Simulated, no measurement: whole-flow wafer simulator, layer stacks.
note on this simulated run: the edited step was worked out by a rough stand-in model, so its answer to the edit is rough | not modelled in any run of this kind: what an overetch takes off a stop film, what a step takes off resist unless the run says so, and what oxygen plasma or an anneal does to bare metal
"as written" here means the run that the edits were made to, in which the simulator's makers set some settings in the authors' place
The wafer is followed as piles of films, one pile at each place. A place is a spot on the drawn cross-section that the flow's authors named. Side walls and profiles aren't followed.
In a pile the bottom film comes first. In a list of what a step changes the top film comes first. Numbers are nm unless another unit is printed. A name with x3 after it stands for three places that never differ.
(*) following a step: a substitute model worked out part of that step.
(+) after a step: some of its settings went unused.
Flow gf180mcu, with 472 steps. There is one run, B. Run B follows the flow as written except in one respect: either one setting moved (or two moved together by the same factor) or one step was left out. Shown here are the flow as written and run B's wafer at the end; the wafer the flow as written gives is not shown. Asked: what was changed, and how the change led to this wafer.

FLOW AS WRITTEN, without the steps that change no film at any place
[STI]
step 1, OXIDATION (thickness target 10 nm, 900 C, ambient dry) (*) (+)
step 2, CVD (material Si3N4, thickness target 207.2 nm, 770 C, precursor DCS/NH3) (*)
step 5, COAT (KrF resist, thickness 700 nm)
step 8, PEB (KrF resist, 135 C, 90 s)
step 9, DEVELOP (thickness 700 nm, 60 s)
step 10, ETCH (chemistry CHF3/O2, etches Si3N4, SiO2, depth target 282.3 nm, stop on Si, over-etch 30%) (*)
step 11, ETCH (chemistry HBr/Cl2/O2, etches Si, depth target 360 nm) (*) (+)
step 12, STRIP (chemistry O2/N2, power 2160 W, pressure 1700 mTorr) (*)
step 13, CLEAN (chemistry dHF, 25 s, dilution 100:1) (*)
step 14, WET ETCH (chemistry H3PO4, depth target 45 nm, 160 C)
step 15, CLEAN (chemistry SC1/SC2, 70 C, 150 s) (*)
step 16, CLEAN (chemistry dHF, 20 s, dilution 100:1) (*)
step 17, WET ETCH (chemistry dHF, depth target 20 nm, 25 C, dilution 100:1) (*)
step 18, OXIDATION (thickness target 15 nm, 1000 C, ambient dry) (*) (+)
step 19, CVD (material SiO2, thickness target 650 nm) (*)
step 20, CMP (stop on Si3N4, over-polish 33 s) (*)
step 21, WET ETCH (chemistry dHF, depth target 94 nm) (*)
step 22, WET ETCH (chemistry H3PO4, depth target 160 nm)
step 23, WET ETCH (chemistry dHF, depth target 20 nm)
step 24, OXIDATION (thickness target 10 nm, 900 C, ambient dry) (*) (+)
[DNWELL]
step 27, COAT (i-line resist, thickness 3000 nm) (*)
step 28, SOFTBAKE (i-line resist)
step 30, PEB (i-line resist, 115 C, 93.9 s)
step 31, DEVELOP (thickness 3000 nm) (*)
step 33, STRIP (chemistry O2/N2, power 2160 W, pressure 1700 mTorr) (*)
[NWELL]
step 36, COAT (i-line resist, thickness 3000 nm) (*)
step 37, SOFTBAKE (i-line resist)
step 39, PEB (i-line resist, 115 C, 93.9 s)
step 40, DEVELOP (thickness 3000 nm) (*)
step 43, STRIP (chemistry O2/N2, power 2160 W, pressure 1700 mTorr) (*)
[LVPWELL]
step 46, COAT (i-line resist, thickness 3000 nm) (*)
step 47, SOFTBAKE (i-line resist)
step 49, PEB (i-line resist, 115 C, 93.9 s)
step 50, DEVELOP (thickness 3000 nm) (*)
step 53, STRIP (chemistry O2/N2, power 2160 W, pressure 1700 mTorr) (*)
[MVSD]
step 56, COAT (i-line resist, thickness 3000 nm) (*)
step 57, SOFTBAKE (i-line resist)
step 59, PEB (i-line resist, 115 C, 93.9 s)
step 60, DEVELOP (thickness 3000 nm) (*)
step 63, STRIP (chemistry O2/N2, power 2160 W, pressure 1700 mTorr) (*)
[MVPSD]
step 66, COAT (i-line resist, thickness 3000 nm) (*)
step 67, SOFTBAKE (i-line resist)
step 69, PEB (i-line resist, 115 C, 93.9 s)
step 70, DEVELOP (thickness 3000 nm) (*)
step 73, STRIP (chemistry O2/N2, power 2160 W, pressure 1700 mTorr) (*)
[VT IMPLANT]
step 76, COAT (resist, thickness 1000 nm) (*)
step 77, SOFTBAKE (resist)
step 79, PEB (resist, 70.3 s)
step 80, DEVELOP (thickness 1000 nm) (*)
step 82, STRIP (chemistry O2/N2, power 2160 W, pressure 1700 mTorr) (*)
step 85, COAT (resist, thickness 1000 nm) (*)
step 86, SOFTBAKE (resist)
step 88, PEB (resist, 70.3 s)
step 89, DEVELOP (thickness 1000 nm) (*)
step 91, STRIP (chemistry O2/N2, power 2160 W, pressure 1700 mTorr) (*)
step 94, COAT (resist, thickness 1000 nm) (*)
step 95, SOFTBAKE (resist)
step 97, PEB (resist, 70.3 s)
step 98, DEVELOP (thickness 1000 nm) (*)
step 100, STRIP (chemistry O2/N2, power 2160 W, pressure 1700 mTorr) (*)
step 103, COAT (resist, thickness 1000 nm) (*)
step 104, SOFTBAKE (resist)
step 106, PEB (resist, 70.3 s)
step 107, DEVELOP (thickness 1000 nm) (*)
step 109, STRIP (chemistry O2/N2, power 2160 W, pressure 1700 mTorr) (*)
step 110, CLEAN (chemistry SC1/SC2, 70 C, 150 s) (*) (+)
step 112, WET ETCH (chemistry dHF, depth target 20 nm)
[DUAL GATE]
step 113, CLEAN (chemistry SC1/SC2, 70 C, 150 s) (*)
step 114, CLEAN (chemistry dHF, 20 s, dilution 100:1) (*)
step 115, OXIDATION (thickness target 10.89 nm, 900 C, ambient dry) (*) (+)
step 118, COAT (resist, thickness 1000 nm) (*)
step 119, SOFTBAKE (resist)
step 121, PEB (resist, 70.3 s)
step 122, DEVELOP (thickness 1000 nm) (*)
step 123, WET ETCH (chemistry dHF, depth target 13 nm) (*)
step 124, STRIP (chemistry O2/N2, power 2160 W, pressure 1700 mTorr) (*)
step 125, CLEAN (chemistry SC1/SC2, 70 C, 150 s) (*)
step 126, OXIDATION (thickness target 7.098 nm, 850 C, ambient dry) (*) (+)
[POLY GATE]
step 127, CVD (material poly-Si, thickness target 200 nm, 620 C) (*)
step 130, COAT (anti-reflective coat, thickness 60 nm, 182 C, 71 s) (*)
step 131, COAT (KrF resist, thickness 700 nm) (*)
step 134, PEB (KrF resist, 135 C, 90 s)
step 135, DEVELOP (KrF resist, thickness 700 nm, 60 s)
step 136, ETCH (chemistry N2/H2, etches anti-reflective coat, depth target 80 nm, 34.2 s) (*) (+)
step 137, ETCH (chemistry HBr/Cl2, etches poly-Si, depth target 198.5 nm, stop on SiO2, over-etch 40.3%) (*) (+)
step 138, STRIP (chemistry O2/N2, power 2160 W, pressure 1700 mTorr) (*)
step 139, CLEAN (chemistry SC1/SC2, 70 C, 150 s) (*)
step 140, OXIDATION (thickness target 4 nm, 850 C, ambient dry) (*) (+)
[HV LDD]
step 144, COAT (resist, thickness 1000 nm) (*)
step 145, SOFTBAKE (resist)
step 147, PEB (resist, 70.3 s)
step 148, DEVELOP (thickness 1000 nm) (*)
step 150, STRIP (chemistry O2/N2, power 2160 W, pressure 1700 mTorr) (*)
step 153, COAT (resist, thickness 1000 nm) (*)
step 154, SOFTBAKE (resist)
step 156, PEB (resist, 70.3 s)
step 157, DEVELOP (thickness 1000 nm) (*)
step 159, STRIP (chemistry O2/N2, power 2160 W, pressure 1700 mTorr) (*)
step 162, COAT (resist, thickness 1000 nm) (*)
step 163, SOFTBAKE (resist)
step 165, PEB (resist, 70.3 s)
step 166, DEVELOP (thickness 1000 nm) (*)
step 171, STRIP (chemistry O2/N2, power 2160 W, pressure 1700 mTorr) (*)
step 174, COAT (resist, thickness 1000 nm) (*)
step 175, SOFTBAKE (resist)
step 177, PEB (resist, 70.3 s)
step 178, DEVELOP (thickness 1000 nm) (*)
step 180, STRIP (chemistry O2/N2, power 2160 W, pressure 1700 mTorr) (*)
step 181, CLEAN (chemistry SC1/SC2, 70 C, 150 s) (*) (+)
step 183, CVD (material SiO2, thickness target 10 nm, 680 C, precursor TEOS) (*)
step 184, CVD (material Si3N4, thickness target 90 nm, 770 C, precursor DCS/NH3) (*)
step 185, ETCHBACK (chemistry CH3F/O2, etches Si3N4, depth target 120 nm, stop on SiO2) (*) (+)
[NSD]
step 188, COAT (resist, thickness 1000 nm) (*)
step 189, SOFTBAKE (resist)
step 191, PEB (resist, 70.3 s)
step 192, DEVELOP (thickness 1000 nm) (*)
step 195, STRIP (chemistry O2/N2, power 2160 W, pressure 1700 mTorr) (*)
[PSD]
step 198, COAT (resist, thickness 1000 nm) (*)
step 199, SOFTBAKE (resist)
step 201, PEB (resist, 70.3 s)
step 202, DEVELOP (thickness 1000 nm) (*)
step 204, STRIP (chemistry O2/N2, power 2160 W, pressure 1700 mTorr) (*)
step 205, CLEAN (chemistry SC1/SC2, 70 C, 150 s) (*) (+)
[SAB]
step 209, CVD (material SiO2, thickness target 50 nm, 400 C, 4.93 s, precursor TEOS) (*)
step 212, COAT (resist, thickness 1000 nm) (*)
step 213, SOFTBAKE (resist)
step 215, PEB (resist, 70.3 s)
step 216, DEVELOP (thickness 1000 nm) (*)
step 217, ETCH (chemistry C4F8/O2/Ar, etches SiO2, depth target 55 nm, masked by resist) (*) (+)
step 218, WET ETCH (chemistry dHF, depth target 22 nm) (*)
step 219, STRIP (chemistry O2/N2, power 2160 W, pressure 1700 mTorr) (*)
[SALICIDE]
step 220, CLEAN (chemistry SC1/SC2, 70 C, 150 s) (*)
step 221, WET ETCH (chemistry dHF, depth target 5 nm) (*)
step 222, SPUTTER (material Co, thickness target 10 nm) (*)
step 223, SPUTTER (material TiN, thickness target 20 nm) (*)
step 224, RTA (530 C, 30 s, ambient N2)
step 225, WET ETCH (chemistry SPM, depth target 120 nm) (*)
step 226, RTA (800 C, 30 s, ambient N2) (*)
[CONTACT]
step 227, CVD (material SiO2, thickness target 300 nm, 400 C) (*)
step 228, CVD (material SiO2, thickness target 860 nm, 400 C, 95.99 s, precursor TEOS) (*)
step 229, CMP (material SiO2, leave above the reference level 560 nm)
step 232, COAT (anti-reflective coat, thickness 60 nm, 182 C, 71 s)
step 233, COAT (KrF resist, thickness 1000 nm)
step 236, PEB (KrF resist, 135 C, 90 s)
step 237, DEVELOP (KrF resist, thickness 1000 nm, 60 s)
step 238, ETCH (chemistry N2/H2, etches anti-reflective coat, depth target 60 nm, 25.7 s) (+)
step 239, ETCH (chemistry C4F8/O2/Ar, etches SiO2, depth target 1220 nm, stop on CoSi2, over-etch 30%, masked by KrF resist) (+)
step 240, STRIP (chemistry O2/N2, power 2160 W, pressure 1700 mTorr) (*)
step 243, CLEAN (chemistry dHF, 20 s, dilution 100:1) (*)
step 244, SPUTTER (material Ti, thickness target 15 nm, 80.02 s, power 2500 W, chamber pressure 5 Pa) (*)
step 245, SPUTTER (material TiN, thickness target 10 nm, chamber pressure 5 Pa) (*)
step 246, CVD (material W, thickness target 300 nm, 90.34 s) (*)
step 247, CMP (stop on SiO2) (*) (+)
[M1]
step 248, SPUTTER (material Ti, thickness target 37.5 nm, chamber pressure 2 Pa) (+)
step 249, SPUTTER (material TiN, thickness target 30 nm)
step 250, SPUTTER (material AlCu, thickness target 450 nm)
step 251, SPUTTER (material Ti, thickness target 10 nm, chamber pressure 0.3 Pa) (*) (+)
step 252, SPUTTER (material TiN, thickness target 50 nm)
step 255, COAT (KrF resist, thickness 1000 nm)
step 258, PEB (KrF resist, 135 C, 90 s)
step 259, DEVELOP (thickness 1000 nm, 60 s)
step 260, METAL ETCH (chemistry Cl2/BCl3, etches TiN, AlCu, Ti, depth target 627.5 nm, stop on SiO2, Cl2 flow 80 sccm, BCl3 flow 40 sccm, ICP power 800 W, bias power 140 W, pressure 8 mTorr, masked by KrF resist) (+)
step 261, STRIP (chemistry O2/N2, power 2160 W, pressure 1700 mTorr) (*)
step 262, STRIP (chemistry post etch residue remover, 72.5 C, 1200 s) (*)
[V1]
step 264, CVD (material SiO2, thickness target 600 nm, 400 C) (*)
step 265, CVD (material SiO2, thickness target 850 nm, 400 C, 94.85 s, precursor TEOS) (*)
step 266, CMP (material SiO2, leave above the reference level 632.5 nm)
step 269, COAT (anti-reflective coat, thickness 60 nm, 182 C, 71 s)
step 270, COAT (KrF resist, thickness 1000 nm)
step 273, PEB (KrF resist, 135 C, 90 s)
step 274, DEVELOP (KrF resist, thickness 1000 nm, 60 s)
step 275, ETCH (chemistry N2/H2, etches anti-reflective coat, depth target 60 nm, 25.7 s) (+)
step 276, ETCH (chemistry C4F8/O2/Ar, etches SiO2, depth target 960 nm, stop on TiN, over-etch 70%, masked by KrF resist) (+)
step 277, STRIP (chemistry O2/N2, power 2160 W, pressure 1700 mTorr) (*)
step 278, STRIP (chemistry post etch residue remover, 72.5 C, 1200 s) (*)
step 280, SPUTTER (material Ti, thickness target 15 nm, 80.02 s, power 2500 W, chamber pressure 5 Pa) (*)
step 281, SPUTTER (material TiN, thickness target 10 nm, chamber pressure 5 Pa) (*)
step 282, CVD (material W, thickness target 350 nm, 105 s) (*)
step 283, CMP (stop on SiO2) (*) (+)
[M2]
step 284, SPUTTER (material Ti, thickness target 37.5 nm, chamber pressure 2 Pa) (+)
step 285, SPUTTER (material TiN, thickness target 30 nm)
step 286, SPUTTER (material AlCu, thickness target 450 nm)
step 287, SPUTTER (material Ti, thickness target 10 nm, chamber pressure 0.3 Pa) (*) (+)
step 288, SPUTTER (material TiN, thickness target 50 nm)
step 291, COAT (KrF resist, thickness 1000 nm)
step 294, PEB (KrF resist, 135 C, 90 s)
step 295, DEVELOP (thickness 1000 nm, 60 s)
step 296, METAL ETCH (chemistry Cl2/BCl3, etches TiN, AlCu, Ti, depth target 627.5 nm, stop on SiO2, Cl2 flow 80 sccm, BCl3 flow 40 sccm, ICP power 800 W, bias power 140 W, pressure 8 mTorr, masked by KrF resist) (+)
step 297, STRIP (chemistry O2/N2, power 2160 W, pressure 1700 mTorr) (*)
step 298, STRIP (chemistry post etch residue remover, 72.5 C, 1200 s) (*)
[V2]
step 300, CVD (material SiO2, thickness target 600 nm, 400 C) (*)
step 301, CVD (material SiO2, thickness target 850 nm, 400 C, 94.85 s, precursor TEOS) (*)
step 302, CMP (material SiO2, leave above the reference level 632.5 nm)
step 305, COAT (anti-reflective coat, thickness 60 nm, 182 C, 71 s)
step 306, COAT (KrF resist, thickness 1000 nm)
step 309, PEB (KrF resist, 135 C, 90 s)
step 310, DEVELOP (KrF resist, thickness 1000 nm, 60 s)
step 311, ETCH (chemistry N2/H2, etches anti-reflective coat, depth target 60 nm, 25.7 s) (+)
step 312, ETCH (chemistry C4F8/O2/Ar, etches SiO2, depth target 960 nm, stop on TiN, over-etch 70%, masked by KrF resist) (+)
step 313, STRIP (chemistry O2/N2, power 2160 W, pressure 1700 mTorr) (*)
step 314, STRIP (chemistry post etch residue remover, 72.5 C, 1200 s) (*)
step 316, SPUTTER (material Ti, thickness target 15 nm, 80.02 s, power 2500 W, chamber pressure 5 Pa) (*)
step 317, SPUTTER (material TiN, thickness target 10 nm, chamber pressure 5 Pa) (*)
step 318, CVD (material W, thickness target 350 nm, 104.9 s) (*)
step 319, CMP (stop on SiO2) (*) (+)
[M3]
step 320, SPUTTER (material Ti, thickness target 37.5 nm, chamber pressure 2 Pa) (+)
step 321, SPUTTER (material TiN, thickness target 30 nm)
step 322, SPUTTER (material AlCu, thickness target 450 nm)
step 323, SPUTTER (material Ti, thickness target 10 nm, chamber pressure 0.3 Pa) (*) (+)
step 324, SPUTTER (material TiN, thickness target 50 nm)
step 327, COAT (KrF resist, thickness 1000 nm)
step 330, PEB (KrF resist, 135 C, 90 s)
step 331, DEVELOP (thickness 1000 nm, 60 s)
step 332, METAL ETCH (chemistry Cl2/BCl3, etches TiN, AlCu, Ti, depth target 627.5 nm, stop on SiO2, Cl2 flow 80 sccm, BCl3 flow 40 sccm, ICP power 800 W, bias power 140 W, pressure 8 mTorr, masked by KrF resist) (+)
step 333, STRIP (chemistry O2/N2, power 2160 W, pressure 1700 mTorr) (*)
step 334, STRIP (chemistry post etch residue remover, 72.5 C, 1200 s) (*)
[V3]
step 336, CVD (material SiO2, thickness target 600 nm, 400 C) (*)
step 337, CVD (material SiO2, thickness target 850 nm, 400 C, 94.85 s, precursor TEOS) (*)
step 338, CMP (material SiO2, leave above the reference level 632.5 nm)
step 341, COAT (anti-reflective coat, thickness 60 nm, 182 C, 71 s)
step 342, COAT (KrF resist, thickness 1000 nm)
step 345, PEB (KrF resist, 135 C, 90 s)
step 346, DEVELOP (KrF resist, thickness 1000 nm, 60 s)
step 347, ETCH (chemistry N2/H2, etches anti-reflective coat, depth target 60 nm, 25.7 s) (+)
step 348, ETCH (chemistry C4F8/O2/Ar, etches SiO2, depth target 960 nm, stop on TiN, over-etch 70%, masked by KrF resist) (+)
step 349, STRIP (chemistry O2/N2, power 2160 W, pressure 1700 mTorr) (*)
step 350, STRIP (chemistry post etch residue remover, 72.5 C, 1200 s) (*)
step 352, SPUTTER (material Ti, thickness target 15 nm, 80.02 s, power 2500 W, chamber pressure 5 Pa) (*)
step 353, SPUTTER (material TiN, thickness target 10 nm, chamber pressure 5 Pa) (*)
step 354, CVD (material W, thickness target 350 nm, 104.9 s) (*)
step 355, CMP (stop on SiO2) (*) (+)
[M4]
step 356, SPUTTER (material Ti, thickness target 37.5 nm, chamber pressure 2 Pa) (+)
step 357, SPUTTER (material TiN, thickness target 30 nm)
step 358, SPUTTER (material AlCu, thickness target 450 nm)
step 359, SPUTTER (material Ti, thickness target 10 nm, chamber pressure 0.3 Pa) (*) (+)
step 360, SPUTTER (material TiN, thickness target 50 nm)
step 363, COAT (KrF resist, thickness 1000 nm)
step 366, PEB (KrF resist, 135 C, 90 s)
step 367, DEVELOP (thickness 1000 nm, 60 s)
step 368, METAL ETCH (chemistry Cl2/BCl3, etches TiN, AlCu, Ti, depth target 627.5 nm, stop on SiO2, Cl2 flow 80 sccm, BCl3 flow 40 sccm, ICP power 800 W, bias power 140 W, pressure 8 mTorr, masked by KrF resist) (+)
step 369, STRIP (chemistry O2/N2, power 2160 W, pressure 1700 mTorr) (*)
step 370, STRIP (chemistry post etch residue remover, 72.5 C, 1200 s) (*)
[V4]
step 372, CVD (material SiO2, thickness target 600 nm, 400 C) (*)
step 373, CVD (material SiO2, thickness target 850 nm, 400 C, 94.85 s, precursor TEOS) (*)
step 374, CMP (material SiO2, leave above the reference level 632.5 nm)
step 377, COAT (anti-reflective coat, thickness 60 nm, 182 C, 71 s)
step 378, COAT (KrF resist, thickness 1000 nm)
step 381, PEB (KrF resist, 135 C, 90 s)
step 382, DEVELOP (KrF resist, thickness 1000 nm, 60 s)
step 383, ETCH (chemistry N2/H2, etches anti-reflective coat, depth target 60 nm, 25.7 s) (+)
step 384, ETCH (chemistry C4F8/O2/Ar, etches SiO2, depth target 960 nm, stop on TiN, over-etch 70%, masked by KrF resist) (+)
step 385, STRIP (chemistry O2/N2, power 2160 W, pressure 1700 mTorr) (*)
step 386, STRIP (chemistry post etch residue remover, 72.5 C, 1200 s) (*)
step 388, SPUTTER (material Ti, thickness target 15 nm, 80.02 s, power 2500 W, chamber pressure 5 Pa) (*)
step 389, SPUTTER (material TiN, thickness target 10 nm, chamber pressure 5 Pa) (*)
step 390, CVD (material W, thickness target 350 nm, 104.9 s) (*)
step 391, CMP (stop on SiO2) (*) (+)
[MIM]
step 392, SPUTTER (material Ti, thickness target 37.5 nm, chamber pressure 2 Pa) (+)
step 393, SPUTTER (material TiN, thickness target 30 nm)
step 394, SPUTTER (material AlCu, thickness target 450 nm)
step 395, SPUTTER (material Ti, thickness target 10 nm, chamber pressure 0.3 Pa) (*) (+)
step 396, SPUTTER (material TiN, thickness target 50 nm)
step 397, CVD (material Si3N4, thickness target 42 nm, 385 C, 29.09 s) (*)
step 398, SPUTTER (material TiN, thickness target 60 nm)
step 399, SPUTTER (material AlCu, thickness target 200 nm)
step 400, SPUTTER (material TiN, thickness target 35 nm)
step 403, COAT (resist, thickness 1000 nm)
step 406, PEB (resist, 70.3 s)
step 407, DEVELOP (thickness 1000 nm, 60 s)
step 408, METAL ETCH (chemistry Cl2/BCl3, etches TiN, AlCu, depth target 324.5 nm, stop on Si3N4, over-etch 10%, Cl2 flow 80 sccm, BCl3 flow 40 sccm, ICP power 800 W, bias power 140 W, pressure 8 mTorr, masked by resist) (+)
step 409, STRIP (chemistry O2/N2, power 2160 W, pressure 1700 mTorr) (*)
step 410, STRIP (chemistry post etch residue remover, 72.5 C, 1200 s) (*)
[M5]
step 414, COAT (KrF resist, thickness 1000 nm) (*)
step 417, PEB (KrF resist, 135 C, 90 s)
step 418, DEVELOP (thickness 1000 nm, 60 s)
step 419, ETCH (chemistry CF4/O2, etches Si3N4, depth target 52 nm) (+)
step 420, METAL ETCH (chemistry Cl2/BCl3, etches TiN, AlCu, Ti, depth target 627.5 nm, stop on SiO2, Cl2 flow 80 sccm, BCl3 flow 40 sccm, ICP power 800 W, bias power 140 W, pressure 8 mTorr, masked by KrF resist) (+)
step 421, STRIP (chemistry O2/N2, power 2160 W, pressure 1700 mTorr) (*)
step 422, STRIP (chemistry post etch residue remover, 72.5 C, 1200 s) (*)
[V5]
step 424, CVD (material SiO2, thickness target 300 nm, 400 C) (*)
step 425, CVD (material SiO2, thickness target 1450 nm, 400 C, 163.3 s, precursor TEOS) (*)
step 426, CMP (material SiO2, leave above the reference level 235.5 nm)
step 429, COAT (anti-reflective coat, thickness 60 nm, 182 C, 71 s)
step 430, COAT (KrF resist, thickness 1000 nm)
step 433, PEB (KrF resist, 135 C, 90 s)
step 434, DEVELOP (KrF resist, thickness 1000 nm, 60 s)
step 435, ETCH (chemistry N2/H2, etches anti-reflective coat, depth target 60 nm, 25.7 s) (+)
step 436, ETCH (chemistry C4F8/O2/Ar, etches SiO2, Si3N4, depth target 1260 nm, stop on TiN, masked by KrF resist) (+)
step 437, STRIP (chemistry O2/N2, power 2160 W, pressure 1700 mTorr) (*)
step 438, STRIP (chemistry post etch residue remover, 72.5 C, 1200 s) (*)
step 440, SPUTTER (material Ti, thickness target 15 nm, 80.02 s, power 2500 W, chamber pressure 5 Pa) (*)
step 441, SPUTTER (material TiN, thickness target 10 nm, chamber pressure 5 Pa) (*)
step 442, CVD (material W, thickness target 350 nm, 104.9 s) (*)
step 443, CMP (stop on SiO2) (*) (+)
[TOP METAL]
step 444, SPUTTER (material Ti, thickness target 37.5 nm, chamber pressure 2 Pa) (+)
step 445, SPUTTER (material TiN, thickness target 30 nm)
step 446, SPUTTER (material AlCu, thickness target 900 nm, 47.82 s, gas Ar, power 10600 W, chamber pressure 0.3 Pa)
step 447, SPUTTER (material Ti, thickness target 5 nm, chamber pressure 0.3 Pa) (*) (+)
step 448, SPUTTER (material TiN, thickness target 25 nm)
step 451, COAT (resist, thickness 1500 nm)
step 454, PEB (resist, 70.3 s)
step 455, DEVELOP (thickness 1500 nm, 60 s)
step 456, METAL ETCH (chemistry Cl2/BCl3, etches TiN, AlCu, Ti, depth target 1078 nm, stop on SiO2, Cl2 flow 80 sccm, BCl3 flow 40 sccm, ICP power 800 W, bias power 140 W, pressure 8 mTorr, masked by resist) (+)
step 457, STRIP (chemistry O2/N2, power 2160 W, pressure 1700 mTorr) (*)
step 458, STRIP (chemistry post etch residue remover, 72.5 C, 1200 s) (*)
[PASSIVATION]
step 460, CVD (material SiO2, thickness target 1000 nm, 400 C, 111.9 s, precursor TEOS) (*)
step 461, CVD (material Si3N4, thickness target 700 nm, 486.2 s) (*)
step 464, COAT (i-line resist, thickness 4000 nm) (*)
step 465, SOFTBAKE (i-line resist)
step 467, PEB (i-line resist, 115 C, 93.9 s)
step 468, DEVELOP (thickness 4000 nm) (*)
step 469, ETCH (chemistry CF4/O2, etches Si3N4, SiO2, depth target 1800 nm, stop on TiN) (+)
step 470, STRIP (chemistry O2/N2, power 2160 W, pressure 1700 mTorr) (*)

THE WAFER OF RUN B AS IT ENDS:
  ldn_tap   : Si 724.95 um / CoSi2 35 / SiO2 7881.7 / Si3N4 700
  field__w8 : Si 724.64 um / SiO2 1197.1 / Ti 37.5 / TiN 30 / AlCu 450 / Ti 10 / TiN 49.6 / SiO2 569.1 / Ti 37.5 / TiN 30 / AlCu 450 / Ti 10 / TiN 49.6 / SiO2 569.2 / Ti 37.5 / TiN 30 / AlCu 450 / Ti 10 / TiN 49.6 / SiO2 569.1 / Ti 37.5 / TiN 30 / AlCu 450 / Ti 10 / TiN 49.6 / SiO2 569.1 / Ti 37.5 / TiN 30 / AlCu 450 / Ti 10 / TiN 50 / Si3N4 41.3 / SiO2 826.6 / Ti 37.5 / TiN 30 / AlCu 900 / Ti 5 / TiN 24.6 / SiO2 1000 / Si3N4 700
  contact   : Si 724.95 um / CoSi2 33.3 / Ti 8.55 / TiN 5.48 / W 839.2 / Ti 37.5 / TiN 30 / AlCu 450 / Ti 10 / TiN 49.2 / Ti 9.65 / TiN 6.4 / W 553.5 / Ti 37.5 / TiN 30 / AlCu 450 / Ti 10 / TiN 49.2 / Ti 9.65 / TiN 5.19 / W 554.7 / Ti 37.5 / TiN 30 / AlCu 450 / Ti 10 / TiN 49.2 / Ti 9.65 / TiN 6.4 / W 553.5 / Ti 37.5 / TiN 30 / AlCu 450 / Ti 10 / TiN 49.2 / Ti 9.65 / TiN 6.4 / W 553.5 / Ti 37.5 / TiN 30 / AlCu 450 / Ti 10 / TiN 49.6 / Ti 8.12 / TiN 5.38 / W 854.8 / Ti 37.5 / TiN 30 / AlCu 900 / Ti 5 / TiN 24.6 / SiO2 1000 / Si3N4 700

Cause: step 317, SPUTTER: thickness target 8.1 nm was run, whereas the flow has thickness target 10 nm.

The path from the change to this, step by step:
  step 317, SPUTTER (material TiN, thickness target 10 nm, chamber pressure 5 Pa) (*)
      field, field__w1, field__w2 and 107 more: +8.1 TiN (new film) (it would be, as written: +10 TiN (new film))
      contact: +5.19 TiN (new film) (it would be, as written: +6.4 TiN (new film))
  step 319, CMP (stop on SiO2) (*) (+)
      field, field__w1, field__w2 and 107 more: -350 W (all of it), -8.1 TiN (all of it), -15 Ti (all of it), -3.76 SiO2 (it would be, as written: -350 W (all of it), -10 TiN (all of it), -15 Ti (all of it), -3.78 SiO2)
